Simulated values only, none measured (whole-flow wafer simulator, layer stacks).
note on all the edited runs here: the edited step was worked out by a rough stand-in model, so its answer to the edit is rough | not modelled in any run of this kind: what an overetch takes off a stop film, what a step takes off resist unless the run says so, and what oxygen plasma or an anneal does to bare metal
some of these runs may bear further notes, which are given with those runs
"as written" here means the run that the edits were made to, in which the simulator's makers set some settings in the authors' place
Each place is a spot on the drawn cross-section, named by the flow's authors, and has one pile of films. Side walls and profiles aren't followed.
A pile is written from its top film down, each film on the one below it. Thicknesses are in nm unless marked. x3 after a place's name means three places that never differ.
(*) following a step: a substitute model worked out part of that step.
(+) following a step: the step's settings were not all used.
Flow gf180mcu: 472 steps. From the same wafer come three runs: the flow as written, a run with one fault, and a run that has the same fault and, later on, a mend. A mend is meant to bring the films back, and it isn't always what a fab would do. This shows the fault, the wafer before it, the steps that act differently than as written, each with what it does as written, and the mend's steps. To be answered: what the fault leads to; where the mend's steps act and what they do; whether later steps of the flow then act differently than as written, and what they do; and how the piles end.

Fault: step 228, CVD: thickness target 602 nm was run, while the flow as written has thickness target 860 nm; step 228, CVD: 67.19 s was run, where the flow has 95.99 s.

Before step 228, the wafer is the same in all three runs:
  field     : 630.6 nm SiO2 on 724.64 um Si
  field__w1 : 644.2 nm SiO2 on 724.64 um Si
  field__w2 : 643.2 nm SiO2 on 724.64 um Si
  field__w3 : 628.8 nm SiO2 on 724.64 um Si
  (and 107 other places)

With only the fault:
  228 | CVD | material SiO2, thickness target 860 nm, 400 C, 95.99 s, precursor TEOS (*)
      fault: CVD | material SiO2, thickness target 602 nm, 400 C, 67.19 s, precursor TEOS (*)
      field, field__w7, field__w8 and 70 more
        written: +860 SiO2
        fault: +607.5 SiO2
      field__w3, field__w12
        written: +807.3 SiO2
        fault: +573.4 SiO2
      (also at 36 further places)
  Later steps of the flow acting differently than as written (3 other steps are not shown; they differ only slightly, by no more than 2% or 0.5 nm, whichever is larger):
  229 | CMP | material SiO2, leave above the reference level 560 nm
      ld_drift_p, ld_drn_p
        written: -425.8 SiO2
        fault: nothing
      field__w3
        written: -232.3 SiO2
        fault: nothing
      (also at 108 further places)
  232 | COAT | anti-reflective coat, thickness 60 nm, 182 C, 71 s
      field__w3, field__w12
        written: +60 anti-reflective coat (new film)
        fault: +61.3 anti-reflective coat (new film)
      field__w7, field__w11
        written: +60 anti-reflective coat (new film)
        fault: +58 anti-reflective coat (new film)
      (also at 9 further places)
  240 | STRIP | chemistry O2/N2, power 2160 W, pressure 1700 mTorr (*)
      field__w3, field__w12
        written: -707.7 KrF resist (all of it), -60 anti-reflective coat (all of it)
        fault: -707.6 KrF resist (all of it), -61.3 anti-reflective coat (all of it)
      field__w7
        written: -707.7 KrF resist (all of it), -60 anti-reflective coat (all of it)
        fault: -708.6 KrF resist (all of it), -58 anti-reflective coat (all of it)
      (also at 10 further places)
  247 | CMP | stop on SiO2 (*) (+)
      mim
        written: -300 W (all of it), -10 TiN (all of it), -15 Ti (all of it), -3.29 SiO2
        fault: -300 W (all of it), -10 TiN (all of it), -10.2 Ti
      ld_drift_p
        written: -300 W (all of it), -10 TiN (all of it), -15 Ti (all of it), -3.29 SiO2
        fault: -300 W (all of it), -10 TiN (all of it), -5.36 Ti
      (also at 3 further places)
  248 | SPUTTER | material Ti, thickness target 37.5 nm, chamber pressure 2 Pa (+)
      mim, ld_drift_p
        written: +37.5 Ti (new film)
        fault: +37.5 Ti
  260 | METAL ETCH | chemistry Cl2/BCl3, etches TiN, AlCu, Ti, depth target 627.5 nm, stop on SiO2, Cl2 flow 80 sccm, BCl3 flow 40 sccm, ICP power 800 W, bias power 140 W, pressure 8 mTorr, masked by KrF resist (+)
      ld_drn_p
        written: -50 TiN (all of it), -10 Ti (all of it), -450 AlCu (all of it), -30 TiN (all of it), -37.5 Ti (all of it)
        fault: -50 TiN (all of it), -10 Ti (all of it), -450 AlCu (all of it), -30 TiN (all of it), -37.5 Ti (all of it), -1.67 TiN (all of it), -15 Ti (all of it)
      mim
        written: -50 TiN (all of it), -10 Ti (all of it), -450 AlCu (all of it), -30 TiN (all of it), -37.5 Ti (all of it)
        fault: -50 TiN (all of it), -10 Ti (all of it), -450 AlCu (all of it), -30 TiN (all of it), -42.3 Ti (all of it)
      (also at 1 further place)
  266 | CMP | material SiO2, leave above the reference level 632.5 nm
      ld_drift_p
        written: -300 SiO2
        fault: -290.4 SiO2
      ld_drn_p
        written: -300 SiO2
        fault: -283.3 SiO2
  At the end the piles are close to the flow's at the places that both follow, differing by at most 2% or 0.5 nm, whichever is larger.

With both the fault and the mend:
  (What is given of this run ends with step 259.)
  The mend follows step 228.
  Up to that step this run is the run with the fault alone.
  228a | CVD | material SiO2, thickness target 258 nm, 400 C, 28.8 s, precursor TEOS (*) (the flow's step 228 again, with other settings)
      field, field__w7, field__w8 and 72 more
        +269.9 SiO2
      field_sub__w1, field_sub__w4, field_sub__w5, ld_drn_n, ld_sd_p
        +262.8 SiO2
      field__w1, contact, active_hv
        +264.8 SiO2
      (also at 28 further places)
  Later steps of the flow acting differently than as written:
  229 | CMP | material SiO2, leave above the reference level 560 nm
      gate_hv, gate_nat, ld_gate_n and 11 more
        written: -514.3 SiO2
        mend: -531.7 SiO2
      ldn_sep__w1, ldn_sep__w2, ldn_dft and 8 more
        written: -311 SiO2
        mend: -328.4 SiO2
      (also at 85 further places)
  The piles after step 259 are the same as the flow's at every place that both follow.
